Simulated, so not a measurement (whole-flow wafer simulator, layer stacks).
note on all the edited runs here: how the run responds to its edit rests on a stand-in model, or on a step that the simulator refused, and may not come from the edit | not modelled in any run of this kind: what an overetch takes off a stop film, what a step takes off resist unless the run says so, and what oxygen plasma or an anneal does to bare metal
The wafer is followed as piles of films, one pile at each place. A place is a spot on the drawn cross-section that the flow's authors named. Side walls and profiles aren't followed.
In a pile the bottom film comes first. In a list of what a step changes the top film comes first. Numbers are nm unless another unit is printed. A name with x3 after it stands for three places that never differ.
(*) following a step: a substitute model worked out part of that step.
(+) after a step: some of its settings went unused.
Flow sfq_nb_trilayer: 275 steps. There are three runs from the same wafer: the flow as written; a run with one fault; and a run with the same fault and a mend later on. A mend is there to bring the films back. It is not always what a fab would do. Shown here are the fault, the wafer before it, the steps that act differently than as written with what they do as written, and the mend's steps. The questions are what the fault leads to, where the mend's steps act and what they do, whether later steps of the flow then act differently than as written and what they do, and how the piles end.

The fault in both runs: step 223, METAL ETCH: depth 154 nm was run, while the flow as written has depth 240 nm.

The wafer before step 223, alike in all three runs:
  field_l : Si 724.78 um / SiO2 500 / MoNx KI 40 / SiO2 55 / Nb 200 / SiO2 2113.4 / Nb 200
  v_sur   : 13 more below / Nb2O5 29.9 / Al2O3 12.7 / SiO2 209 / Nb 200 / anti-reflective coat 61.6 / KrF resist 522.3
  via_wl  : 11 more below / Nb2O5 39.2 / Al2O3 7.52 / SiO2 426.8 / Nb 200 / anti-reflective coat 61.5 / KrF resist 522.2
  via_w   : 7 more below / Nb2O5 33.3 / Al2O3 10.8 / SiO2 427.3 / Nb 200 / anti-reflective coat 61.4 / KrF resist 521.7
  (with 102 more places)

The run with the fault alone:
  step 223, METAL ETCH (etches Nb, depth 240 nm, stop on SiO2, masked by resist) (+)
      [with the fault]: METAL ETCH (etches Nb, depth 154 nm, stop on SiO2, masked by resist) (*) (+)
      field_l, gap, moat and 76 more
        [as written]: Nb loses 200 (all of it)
        [with the fault]: Nb loses 154
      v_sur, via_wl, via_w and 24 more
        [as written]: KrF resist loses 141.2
        [with the fault]: KrF resist loses 90.6
  Steps further on in the flow that do not act as written:
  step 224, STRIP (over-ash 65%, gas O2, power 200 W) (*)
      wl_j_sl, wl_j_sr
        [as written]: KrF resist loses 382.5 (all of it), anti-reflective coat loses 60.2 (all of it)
        [with the fault]: KrF resist loses 433.1 (all of it), anti-reflective coat loses 60.2 (all of it)
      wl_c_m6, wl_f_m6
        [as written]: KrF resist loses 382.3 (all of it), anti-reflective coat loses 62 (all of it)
        [with the fault]: KrF resist loses 432.9 (all of it), anti-reflective coat loses 62 (all of it)
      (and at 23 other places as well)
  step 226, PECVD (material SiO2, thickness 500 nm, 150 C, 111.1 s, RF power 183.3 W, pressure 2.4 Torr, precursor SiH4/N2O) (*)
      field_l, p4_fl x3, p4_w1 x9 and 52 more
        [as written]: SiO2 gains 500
        [with the fault]: SiO2 gains 500 (new film)
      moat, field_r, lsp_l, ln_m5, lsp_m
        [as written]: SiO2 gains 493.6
        [with the fault]: SiO2 gains 500 (new film)
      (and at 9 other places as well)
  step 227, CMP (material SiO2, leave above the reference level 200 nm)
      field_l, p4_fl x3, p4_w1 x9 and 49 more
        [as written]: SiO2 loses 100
        [with the fault]: SiO2 loses 146
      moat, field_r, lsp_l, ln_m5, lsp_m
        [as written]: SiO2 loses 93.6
        [with the fault]: SiO2 loses 146
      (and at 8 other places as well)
  The piles end different from the flow's at field_l, gap, moat and 76 more by more than 2% or 0.5 nm, whichever is larger.
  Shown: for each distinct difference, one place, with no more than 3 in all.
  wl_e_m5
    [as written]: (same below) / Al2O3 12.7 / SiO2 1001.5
    [with the fault]: (same below) / Al2O3 12.7 / SiO2 209 / Nb 46 / SiO2 746.5
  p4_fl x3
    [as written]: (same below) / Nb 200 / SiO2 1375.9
    [with the fault]: (same below) / Nb 200 / SiO2 583.4 / Nb 46 / SiO2 746.5
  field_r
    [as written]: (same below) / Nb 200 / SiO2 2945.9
    [with the fault]: (same below) / Nb 200 / SiO2 2153.4 / Nb 46 / SiO2 746.5

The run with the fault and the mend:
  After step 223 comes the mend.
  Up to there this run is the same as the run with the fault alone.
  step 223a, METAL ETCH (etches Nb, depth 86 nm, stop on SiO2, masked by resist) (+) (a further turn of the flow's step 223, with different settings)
      field_l, gap, moat and 76 more
        Nb loses 46 (all of it)
      v_sur, via_wl, via_w and 24 more
        KrF resist loses 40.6
  Steps further on in the flow that do not act as written:
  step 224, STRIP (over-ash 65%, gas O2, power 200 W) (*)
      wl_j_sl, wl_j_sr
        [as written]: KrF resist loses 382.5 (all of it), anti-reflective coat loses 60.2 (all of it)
        [with the mend]: KrF resist loses 392.5 (all of it), anti-reflective coat loses 60.2 (all of it)
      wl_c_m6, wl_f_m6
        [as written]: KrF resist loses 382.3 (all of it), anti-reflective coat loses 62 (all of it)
        [with the mend]: KrF resist loses 392.3 (all of it), anti-reflective coat loses 62 (all of it)
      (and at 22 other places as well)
  At every place that both follow, the piles at the end match the flow's.
